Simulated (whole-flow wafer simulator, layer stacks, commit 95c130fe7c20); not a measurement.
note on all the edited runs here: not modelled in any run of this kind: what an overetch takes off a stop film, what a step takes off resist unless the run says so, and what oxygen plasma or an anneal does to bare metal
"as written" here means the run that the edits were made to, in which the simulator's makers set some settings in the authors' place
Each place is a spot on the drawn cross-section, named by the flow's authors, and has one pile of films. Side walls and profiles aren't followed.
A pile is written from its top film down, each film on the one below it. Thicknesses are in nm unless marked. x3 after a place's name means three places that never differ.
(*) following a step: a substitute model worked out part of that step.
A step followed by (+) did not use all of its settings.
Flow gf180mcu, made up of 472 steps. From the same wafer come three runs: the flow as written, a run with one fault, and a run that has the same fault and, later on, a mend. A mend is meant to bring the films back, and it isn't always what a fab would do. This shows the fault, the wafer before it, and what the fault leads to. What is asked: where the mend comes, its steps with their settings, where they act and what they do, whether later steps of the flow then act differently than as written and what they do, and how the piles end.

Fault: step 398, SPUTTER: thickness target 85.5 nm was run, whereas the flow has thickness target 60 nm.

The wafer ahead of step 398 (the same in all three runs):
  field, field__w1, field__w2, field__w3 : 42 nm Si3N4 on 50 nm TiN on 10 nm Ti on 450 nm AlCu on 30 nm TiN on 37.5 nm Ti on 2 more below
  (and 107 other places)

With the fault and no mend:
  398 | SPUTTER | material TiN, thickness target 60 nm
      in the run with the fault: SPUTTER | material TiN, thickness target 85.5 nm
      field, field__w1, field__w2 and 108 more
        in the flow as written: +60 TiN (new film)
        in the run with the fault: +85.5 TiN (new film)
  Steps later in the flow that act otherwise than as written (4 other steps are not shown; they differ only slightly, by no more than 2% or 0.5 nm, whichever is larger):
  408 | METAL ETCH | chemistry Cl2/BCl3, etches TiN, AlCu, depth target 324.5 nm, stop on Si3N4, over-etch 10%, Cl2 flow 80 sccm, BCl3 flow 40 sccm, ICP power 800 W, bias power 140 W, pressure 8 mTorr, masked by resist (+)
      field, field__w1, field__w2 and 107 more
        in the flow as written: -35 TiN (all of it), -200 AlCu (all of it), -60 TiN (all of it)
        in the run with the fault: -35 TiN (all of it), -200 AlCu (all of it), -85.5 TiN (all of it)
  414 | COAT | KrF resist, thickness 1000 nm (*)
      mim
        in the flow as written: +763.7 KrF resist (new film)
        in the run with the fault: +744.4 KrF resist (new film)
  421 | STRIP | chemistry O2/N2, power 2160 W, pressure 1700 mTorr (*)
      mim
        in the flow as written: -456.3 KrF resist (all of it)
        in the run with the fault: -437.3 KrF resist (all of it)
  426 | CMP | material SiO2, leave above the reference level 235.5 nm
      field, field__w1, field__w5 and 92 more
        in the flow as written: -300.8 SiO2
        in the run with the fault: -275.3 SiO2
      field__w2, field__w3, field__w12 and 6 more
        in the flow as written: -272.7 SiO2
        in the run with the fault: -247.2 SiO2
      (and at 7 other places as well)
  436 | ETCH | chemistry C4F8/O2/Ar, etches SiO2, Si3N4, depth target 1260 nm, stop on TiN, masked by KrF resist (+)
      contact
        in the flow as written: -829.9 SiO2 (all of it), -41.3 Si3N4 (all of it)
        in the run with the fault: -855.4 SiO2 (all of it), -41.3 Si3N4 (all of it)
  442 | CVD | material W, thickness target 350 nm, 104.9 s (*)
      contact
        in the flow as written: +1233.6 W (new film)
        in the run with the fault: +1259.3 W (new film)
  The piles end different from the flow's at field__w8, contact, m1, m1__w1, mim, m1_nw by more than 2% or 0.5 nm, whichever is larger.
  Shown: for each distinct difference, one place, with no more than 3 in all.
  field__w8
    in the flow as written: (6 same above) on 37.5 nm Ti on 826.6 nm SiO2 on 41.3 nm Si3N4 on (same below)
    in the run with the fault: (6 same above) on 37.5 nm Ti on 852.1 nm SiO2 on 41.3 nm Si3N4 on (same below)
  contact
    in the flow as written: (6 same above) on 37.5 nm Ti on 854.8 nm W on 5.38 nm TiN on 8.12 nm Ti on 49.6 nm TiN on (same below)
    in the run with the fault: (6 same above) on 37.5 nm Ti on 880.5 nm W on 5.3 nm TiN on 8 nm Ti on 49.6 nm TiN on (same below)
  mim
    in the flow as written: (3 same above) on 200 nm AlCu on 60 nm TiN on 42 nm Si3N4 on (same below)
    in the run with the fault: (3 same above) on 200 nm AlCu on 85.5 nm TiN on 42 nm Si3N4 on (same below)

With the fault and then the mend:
  The mend follows step 398.
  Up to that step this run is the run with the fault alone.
  398a | METAL ETCH | chemistry Cl2/BCl3, etches TiN, AlCu, Ti, depth target 25.5 nm, Cl2 flow 80 sccm, BCl3 flow 40 sccm, ICP power 800 W, bias power 140 W, pressure 8 mTorr (a further turn of the flow's step 260, with different settings)
      field, field__w1, field__w2 and 108 more
        -25.5 TiN
  Later steps of the flow that are run all act as written at every place that is followed.
  By the end, the piles equal the flow's at every place that both follow.
